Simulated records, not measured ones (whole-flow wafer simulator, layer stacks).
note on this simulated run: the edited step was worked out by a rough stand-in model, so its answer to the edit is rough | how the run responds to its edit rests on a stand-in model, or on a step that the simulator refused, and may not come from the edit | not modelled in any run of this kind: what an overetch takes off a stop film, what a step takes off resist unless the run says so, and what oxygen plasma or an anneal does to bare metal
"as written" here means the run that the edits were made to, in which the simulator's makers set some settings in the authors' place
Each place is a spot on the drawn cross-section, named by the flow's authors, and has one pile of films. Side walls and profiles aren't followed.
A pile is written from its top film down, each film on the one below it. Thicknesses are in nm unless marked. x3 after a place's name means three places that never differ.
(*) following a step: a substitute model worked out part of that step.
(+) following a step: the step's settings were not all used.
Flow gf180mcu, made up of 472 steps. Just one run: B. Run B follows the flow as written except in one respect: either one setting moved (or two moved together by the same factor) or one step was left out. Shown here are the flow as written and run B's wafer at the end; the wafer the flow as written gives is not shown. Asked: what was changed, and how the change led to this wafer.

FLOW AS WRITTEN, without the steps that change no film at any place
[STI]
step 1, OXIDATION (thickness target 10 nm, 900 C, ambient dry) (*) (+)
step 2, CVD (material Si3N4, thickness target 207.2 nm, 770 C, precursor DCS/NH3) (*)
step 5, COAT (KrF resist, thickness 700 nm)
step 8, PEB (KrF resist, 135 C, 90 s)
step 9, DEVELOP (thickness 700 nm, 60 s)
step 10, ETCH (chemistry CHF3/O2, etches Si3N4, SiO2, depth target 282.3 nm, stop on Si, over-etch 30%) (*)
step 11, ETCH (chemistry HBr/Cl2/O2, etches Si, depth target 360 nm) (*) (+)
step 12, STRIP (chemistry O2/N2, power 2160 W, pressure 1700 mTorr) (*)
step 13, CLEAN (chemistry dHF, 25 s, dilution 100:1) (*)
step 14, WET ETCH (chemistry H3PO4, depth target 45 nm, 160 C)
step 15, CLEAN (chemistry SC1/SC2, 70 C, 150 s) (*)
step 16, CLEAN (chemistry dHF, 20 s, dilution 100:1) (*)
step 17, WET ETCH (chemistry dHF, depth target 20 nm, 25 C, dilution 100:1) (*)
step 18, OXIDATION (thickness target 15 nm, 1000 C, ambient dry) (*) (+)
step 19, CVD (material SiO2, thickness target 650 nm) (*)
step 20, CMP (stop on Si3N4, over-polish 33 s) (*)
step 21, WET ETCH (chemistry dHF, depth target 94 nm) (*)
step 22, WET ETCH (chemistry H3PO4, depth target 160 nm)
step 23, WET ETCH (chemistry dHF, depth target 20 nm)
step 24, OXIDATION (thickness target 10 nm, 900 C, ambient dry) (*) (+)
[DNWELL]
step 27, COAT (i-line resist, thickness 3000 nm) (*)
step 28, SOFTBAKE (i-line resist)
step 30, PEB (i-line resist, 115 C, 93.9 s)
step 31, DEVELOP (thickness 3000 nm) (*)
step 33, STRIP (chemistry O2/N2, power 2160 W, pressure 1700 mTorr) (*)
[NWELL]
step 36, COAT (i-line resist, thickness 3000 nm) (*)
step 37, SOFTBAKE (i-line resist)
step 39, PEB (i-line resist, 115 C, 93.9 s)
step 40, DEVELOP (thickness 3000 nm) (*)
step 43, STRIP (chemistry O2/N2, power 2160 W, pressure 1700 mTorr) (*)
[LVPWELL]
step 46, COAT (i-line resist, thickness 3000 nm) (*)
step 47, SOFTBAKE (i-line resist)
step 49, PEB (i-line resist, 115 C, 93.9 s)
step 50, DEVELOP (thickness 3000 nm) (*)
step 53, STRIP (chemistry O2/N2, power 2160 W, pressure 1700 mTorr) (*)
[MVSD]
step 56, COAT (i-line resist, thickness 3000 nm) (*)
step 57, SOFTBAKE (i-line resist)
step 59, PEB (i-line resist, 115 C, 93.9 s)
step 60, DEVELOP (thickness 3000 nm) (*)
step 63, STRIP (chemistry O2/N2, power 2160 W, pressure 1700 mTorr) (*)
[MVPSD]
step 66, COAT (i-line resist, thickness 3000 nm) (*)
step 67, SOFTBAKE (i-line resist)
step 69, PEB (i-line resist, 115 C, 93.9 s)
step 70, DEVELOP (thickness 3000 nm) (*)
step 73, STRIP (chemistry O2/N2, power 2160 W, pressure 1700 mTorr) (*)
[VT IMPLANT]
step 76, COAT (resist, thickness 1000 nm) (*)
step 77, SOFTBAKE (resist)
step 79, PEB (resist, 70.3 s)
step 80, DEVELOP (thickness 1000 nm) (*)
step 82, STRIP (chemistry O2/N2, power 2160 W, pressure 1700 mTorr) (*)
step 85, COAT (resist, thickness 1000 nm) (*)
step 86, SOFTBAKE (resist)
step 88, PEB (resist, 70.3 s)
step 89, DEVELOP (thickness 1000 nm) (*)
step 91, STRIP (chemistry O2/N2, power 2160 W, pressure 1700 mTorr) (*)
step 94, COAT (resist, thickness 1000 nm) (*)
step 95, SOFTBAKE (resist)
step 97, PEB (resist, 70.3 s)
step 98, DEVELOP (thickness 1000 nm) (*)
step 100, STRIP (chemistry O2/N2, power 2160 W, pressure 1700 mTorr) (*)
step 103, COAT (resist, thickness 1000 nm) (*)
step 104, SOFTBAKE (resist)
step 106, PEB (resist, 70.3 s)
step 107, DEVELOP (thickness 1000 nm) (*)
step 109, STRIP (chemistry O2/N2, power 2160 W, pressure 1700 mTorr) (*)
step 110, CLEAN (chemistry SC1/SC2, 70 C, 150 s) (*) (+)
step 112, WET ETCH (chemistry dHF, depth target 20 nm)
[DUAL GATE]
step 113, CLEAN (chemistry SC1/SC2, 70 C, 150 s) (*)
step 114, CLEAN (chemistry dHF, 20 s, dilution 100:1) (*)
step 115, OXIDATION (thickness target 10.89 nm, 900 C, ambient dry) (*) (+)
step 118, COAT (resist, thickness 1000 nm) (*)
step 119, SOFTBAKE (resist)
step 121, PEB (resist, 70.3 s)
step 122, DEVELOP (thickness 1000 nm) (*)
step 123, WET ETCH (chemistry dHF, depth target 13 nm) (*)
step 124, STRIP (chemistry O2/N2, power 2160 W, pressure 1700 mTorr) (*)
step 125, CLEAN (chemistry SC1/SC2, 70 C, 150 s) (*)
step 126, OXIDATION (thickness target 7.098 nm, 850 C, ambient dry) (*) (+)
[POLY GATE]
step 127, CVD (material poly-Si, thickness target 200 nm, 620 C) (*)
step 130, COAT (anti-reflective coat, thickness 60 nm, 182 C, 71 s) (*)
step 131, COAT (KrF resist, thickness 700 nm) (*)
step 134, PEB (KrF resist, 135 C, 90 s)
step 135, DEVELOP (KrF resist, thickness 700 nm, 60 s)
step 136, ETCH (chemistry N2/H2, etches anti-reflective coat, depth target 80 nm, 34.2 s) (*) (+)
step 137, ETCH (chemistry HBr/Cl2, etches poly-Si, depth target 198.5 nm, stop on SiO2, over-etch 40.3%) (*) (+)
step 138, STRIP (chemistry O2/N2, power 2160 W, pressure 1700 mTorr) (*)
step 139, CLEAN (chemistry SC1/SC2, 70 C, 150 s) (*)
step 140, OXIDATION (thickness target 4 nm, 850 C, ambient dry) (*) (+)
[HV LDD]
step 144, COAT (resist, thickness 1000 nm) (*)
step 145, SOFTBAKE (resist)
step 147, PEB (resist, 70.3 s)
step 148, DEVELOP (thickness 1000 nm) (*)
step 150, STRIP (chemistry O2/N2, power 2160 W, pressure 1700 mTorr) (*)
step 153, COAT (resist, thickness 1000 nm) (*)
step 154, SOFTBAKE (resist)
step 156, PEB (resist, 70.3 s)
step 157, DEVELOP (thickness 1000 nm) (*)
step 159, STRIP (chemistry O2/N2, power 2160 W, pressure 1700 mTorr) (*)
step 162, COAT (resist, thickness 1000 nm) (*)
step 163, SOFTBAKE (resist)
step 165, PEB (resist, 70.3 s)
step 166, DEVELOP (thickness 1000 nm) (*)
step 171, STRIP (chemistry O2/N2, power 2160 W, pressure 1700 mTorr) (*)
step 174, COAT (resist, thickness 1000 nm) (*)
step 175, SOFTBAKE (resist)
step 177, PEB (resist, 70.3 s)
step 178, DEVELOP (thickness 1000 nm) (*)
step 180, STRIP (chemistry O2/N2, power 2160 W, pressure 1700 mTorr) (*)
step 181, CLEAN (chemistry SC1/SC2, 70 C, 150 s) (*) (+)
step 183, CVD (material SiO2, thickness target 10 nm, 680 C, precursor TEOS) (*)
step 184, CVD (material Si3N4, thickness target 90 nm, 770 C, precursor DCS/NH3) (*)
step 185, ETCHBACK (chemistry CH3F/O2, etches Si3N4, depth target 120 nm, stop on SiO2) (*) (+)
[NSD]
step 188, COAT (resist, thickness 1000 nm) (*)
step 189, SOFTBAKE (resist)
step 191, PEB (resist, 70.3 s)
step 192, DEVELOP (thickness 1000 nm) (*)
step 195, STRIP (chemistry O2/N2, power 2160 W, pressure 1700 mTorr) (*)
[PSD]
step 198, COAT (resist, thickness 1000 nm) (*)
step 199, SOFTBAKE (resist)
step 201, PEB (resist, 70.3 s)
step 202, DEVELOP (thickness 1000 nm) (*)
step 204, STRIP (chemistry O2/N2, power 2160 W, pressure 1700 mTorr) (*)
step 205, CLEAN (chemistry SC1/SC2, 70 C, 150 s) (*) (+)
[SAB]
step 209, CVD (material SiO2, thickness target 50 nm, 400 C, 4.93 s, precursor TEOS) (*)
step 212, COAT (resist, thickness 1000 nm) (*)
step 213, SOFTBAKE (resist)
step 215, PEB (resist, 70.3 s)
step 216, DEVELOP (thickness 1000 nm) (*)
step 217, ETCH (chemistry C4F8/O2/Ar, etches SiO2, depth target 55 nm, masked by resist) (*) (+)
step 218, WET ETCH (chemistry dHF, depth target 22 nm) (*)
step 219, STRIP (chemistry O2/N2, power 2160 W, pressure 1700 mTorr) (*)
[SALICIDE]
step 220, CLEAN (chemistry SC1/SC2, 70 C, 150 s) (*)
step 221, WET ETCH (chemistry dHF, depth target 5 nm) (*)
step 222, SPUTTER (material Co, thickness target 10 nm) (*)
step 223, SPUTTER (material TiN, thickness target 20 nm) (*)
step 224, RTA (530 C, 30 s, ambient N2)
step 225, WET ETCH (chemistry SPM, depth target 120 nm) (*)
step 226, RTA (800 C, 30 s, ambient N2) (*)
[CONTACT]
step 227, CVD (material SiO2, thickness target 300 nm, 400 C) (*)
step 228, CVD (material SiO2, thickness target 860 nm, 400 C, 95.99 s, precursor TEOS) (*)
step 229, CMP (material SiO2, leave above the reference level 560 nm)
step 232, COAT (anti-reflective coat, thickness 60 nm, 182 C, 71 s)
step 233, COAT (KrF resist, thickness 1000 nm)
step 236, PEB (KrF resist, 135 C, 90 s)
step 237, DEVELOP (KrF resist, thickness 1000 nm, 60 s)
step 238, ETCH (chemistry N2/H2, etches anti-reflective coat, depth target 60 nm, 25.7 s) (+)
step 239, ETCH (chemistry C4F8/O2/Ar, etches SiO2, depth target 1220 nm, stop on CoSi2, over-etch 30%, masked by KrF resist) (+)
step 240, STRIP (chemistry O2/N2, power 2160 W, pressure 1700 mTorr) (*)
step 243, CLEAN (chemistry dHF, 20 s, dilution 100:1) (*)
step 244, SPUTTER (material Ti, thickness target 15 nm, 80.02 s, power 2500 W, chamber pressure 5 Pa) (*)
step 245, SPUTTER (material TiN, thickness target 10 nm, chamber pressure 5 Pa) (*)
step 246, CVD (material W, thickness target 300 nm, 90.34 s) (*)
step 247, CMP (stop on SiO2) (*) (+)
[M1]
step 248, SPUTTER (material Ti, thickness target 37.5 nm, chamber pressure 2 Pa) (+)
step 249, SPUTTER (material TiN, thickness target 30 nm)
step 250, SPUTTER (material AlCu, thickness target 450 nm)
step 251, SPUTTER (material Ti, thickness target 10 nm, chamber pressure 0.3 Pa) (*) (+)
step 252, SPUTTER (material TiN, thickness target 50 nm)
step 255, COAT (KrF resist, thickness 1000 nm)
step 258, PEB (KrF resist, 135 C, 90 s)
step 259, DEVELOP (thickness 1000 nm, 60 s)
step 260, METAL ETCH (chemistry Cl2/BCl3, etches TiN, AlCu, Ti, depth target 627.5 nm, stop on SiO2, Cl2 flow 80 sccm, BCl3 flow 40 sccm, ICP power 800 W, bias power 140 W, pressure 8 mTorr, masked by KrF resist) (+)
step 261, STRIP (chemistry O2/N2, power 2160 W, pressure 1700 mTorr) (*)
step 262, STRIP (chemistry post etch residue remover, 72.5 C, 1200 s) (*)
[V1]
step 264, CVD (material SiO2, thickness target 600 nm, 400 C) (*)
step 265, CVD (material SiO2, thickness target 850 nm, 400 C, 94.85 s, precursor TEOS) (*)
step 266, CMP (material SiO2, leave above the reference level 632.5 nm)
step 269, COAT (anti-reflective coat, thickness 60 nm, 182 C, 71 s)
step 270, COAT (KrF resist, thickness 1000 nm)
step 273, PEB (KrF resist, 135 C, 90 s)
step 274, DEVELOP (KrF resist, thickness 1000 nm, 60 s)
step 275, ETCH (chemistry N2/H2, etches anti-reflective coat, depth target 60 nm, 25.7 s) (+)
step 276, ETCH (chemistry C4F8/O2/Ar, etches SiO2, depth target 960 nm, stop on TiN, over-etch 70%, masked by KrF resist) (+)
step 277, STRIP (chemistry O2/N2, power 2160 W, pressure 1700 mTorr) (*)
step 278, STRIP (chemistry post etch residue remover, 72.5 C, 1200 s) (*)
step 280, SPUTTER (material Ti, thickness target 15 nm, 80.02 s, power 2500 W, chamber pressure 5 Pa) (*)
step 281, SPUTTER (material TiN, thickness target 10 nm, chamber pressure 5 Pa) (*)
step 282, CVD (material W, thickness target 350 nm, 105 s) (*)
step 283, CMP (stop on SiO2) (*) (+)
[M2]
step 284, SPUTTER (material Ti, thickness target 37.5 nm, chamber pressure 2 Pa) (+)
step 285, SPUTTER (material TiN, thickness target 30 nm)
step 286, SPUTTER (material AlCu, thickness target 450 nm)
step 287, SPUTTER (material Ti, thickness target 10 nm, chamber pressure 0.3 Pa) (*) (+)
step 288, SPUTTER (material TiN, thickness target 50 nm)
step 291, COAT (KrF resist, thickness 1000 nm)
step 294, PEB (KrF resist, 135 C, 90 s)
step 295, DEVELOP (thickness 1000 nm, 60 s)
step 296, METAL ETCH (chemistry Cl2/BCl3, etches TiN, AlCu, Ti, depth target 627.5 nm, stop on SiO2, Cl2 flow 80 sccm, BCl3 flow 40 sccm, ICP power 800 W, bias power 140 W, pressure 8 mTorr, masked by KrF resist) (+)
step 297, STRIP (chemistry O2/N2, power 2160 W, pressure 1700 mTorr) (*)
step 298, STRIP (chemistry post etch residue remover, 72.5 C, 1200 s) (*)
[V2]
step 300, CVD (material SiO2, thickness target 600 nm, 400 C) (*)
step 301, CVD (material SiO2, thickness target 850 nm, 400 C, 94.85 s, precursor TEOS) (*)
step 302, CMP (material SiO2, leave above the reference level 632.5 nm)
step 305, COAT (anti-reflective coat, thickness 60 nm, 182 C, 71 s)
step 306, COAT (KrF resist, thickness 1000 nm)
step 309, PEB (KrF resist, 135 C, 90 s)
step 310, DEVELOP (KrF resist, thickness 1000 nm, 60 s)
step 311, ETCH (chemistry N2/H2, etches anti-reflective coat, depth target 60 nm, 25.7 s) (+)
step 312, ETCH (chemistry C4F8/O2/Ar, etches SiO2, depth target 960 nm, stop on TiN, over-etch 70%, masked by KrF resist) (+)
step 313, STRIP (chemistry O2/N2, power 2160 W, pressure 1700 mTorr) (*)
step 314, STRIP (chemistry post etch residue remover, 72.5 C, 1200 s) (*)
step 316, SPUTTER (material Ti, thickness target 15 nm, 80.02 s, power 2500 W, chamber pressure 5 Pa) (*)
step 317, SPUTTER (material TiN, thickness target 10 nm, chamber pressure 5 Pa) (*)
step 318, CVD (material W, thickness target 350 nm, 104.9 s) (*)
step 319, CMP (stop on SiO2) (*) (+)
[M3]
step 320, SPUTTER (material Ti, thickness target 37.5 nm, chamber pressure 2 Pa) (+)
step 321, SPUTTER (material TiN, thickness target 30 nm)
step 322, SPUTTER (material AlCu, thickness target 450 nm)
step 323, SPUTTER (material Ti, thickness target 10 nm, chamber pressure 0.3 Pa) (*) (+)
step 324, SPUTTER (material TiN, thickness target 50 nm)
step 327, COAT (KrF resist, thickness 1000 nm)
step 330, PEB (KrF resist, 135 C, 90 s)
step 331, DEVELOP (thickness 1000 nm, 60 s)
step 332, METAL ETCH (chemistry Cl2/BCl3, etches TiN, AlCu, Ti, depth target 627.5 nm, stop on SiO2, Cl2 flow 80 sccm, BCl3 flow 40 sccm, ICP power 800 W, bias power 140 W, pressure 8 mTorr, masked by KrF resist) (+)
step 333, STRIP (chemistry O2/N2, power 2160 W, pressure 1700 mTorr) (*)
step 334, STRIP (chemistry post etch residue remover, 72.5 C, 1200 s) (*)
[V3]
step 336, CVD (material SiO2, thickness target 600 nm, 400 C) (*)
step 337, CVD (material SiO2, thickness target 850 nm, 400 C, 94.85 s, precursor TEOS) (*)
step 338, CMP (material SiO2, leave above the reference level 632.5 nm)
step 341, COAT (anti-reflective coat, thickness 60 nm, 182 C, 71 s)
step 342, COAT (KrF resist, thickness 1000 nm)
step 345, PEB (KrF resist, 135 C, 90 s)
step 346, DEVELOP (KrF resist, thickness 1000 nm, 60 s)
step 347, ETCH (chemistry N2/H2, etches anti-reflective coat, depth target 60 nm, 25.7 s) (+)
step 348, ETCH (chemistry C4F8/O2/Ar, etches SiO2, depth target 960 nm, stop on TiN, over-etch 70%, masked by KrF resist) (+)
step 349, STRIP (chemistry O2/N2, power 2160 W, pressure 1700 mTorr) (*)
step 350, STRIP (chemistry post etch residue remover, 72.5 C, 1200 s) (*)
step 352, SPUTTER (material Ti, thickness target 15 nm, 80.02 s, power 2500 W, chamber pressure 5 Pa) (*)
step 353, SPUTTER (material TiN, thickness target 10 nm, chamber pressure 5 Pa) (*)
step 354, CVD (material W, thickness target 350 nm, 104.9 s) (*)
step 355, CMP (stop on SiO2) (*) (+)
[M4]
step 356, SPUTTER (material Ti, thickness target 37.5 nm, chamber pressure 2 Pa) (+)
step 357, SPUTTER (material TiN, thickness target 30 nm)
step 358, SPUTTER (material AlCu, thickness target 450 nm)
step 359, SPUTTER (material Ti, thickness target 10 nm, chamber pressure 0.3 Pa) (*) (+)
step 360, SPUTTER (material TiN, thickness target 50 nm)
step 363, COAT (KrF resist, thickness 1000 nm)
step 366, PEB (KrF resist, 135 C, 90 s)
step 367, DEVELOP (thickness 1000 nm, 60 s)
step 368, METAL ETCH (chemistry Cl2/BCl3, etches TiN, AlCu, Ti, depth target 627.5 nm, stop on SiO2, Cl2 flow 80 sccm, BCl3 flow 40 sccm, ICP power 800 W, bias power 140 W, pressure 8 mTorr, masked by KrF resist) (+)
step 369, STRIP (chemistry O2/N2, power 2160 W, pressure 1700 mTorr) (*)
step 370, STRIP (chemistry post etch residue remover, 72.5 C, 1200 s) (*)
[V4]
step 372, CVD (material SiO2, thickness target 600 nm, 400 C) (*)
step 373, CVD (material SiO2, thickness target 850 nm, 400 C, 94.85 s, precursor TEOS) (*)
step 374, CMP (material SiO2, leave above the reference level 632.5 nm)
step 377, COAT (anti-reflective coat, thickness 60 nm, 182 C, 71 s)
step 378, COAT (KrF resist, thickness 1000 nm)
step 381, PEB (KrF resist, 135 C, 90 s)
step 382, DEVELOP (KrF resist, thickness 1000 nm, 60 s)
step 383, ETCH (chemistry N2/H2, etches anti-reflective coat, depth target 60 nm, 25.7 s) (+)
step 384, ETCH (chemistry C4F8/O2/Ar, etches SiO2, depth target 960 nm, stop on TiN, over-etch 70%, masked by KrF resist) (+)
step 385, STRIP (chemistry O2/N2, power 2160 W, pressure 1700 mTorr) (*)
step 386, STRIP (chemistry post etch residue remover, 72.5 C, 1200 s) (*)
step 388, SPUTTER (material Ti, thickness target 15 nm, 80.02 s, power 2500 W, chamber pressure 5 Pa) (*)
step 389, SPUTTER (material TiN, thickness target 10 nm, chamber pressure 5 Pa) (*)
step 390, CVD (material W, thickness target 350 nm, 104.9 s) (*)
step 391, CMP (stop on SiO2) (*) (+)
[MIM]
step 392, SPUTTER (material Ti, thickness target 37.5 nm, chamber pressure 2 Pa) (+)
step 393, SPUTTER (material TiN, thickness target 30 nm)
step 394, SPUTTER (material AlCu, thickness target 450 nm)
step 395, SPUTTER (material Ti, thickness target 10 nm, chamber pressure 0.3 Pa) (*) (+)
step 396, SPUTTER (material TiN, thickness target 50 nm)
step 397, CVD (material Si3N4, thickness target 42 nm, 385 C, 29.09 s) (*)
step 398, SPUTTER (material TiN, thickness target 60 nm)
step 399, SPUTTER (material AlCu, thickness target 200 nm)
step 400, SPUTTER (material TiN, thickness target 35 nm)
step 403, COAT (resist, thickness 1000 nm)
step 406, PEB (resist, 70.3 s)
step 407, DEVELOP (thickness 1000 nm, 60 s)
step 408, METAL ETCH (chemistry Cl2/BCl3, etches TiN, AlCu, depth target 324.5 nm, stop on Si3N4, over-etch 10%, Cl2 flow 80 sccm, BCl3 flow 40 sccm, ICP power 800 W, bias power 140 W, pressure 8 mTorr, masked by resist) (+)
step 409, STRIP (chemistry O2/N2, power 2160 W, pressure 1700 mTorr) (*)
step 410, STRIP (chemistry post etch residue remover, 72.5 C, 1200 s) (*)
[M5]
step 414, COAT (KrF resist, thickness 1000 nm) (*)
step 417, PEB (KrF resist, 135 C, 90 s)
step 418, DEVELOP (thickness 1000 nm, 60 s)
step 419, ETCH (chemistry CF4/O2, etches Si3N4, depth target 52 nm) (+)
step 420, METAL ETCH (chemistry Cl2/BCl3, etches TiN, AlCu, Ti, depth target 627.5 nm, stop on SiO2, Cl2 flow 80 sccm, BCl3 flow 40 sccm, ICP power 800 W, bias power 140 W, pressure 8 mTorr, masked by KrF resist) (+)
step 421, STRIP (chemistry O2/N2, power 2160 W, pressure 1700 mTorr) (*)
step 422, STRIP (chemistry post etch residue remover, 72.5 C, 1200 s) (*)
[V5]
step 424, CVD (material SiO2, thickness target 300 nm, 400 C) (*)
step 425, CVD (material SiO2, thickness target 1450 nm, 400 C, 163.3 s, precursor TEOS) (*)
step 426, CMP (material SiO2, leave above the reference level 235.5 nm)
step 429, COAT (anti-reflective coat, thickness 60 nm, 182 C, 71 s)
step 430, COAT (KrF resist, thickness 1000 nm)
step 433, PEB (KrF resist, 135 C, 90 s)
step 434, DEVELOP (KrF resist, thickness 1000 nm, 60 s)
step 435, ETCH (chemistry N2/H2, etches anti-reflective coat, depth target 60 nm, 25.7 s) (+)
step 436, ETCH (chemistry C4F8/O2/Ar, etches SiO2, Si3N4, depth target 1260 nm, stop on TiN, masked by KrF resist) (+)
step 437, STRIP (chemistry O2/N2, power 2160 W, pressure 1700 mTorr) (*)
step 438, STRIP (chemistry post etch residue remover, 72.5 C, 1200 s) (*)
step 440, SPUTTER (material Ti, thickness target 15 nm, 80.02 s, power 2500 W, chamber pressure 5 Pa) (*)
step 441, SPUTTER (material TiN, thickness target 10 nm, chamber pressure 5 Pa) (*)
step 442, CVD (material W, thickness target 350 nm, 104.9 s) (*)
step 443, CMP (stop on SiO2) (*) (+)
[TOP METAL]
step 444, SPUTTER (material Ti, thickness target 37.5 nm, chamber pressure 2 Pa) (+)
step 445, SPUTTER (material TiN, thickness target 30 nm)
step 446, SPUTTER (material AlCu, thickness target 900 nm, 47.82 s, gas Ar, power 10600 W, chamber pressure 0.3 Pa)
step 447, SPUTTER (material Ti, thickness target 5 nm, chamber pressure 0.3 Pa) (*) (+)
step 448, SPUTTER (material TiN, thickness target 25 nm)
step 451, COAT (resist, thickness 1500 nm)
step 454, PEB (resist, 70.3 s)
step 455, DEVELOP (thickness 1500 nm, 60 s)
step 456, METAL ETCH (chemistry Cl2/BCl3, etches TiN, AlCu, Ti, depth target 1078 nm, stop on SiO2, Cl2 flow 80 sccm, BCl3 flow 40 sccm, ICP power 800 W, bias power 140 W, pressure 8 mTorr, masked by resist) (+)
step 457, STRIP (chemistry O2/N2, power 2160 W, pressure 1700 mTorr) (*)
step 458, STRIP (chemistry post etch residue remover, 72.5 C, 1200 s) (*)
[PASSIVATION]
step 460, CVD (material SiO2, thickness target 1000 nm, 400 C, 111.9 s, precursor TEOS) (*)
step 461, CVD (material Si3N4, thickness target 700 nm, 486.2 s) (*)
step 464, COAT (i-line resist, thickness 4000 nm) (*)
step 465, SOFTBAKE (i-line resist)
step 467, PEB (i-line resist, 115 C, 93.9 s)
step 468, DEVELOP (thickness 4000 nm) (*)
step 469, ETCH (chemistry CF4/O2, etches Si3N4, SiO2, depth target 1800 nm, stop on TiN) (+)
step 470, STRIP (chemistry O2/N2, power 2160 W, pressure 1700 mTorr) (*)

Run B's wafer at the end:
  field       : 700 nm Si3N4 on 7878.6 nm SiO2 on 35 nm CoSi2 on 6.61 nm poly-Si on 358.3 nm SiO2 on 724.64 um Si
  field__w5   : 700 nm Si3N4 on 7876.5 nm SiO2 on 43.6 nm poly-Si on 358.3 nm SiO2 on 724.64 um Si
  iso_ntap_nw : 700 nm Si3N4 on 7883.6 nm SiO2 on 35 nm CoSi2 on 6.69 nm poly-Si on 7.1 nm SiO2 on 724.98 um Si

Cause: step 137, ETCH: depth target 109.2 nm was run, while the flow as written has depth target 198.5 nm.

Step by step, how the change led to this:
  step 137, ETCH (chemistry HBr/Cl2, etches poly-Si, depth target 198.5 nm, stop on SiO2, over-etch 40.3%) (*) (+)
      field__w3, field__w12, field_sub and 14 more: -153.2 poly-Si (as written it would have been: -199 poly-Si (all of it), -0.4 SiO2)
      field__w6, sti, m1 and 11 more: -153.2 poly-Si (as written it would have been: -198.8 poly-Si (all of it), -0.4 SiO2)
      (also at 61 further places)
  step 138, STRIP (chemistry O2/N2, power 2160 W, pressure 1700 mTorr) (*)
      field, field__w1, field__w2 and 61 more: +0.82 chemical SiO2 (new film), -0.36 poly-Si (as written it would have been: nothing)
      gate: +0.67 chemical SiO2 (new film), -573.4 KrF resist (all of it), -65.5 anti-reflective coat (all of it), -0.3 poly-Si (as written it would have been: +0.68 chemical SiO2 (new film), -531.7 KrF resist (all of it), -65.5 anti-reflective coat (all of it), -0.3 poly-Si)
      (also at 27 further places)
  step 139, CLEAN (chemistry SC1/SC2, 70 C, 150 s) (*)
      field, field__w1, field__w2 and 34 more: -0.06 chemical SiO2, -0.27 poly-Si (as written it would have been: -0.68 SiO2)
  step 140, OXIDATION (thickness target 4 nm, 850 C, ambient dry) (*) (+)
      field, field__w1, field__w2 and 21 more: +4 SiO2 (new film), -0.76 chemical SiO2 (all of it), -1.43 poly-Si (as written it would have been: +0.15 SiO2, -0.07 Si)
      active_hv, active_nat, ld_sd_n and 11 more: +4 SiO2 (new film), -0.76 chemical SiO2 (all of it), -1.43 poly-Si (as written it would have been: +0.96 SiO2, -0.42 Si)
      (also at 26 further places)
  step 144, COAT (resist, thickness 1000 nm) (*)
      polyc_n, polyc_p: +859 resist (new film) (as written it would have been: +817.8 resist (new film))
      gate: +877.9 resist (new film) (as written it would have been: +837.3 resist (new film))
      (also at 25 further places)
  step 145, SOFTBAKE (resist)
      nw_enc_fld_lv__w3: -0.4 resist (as written it would have been: +2.63 resist)
      field__w1: +3 resist (as written it would have been: +4.19 resist)
      (also at 63 further places)
  step 147, PEB (resist, 70.3 s)
      ld_gate_n, ld_acc_n, ld_gate_p, ld_acc_p: -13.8 resist (as written it would have been: -13.2 resist)
      polyc_n, polyc_n_rim, polyc_p, polyc_p_rim: -13 resist (as written it would have been: -12.2 resist)
      (also at 21 further places)
  step 148, DEVELOP (thickness 1000 nm) (*)
      gate: -863.3 resist (all of it) (as written it would have been: -822.7 resist (all of it))
      npoly_u: -860.6 resist (all of it) (as written it would have been: -821.5 resist (all of it))
      (also at 3 further places)
  step 150, STRIP (chemistry O2/N2, power 2160 W, pressure 1700 mTorr) (*)
      gate_hv: -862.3 resist (all of it) (as written it would have been: -824.2 resist (all of it))
      gate_p: -867.8 resist (all of it) (as written it would have been: -828.7 resist (all of it))
      (also at 21 further places)
  step 153, COAT (resist, thickness 1000 nm) (*)
      polyc_n, polyc_p: +859 resist (new film) (as written it would have been: +817.8 resist (new film))
      gate: +877.9 resist (new film) (as written it would have been: +837.3 resist (new film))
      (also at 25 further places)
  step 154, SOFTBAKE (resist)
      nw_enc_fld_lv__w3: -0.4 resist (as written it would have been: +2.63 resist)
      field__w1: +3 resist (as written it would have been: +4.19 resist)
      (also at 63 further places)
  step 156, PEB (resist, 70.3 s)
      ld_gate_n, ld_acc_n, ld_gate_p, ld_acc_p: -13.8 resist (as written it would have been: -13.2 resist)
      polyc_n, polyc_n_rim, polyc_p, polyc_p_rim: -13 resist (as written it would have been: -12.2 resist)
      (also at 21 further places)
  step 157, DEVELOP (thickness 1000 nm) (*)
      gate_p: -867.8 resist (all of it) (as written it would have been: -828.7 resist (all of it))
      ppoly_u: -864.8 resist (all of it) (as written it would have been: -827 resist (all of it))
      (also at 3 further places)
  step 159, STRIP (chemistry O2/N2, power 2160 W, pressure 1700 mTorr) (*)
      gate: -863.3 resist (all of it) (as written it would have been: -822.7 resist (all of it))
      gate_hv: -862.3 resist (all of it) (as written it would have been: -824.2 resist (all of it))
      (also at 21 further places)
  step 162, COAT (resist, thickness 1000 nm) (*)
      polyc_n, polyc_p: +859 resist (new film) (as written it would have been: +817.8 resist (new film))
      gate: +877.9 resist (new film) (as written it would have been: +837.3 resist (new film))
      (also at 25 further places)
  step 163, SOFTBAKE (resist)
      nw_enc_fld_lv__w3: -0.4 resist (as written it would have been: +2.63 resist)
      field__w1: +3 resist (as written it would have been: +4.19 resist)
      (also at 63 further places)
  ... 36 further steps ...
  step 246, CVD (material W, thickness target 300 nm, 90.34 s) (*)
      polyc_n, polyc_p: +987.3 W (new film) (as written it would have been: +936.1 W (new film))
With metal films that touch counted as one body, field has 1 body; the flow as written gives 0 bodies.
